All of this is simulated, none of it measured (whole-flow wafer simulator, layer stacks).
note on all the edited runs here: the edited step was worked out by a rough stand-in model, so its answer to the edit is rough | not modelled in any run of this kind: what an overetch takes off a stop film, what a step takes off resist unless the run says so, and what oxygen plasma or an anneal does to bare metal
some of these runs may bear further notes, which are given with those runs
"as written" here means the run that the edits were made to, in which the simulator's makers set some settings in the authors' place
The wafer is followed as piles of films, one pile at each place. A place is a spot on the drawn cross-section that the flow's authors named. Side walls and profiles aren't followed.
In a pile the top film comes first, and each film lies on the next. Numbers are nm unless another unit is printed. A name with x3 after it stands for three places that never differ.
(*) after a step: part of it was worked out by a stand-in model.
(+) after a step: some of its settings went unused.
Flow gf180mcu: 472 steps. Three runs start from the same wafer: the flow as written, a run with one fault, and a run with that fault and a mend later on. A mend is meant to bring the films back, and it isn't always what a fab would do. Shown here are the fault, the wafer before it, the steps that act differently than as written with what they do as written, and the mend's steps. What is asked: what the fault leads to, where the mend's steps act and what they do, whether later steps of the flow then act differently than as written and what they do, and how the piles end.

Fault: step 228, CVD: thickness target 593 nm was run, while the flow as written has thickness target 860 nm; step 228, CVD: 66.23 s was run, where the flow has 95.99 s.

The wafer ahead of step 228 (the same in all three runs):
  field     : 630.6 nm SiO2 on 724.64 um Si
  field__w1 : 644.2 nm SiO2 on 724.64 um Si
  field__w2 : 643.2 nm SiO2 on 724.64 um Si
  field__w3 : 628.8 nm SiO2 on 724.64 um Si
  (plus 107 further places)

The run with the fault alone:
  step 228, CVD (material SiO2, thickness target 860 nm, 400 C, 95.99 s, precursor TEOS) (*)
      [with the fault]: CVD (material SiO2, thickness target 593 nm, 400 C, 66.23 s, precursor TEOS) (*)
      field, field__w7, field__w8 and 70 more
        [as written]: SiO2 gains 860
        [with the fault]: SiO2 gains 599.1
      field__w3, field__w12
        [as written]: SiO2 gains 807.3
        [with the fault]: SiO2 gains 565.6
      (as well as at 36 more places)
  Steps further on in the flow that do not act as written (5 other steps are not shown; they differ only slightly, by no more than 2% or 0.5 nm, whichever is larger):
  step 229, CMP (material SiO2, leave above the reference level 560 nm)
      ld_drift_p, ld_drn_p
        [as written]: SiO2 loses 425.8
        [with the fault]: nothing
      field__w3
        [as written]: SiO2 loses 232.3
        [with the fault]: nothing
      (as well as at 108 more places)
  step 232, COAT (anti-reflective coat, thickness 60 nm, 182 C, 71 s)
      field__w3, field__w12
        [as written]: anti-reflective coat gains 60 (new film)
        [with the fault]: anti-reflective coat gains 68.5 (new film)
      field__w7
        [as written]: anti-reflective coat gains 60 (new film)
        [with the fault]: anti-reflective coat gains 56.1 (new film)
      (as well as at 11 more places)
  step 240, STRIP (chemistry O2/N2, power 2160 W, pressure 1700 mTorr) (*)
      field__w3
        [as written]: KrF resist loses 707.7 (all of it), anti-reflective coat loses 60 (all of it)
        [with the fault]: KrF resist loses 707.7 (all of it), anti-reflective coat loses 68.5 (all of it)
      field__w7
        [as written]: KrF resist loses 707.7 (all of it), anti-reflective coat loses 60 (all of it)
        [with the fault]: KrF resist loses 709.5 (all of it), anti-reflective coat loses 56.1 (all of it)
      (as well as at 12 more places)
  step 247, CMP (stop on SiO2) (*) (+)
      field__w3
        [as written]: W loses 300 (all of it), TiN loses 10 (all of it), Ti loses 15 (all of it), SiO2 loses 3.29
        [with the fault]: W loses 300 (all of it), TiN loses 10 (all of it), Ti loses 8.9
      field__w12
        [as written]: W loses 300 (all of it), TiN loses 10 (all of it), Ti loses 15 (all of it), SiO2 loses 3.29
        [with the fault]: W loses 300 (all of it), TiN loses 10 (all of it), Ti loses 8.74
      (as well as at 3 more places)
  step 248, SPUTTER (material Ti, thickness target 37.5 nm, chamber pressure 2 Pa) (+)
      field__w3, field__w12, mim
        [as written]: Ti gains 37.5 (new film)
        [with the fault]: Ti gains 37.5
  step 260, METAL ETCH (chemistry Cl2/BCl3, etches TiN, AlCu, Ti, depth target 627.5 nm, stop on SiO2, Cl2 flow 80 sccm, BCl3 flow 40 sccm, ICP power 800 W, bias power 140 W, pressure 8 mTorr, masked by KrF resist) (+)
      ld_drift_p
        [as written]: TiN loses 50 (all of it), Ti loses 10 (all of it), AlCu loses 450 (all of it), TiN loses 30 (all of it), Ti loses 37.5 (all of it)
        [with the fault]: TiN loses 50 (all of it), Ti loses 10 (all of it), AlCu loses 450 (all of it), TiN loses 30 (all of it), Ti loses 37.5 (all of it), TiN loses 2.05 (all of it), Ti loses 14.8 (all of it)
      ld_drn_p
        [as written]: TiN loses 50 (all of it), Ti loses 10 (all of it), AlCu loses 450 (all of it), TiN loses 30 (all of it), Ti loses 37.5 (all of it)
        [with the fault]: TiN loses 50 (all of it), Ti loses 10 (all of it), AlCu loses 450 (all of it), TiN loses 30 (all of it), Ti loses 37.5 (all of it), TiN loses 8.92 (all of it), Ti loses 14.9 (all of it)
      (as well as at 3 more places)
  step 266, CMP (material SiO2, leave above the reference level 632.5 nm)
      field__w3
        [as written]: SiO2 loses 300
        [with the fault]: SiO2 loses 293.9
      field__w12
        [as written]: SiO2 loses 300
        [with the fault]: SiO2 loses 293.7
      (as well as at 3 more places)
  When the end is reached, the piles differ only a little from the flow's at the places that both follow, at most by 2% or 0.5 nm, whichever is larger.

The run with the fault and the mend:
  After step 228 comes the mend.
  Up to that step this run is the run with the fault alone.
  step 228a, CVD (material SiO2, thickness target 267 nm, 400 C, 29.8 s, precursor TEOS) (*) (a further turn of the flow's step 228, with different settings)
      field, field__w7, field__w8 and 72 more
        SiO2 gains 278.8
      field_sub__w1, field_sub__w4, field_sub__w5
        SiO2 gains 271.5
      nw_enc_fld_lv__w1, nw_enc_fld_lv__w3, nw_enc_fld_lv__w4
        SiO2 gains 269.2
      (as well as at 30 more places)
  Steps further on in the flow that do not act as written:
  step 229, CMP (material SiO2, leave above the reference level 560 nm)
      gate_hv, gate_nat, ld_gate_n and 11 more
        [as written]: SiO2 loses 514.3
        [with the mend]: SiO2 loses 532.2
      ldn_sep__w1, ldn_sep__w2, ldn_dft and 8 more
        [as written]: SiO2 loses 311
        [with the mend]: SiO2 loses 328.9
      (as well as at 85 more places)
  At every place that both follow, the piles at the end match the flow's.
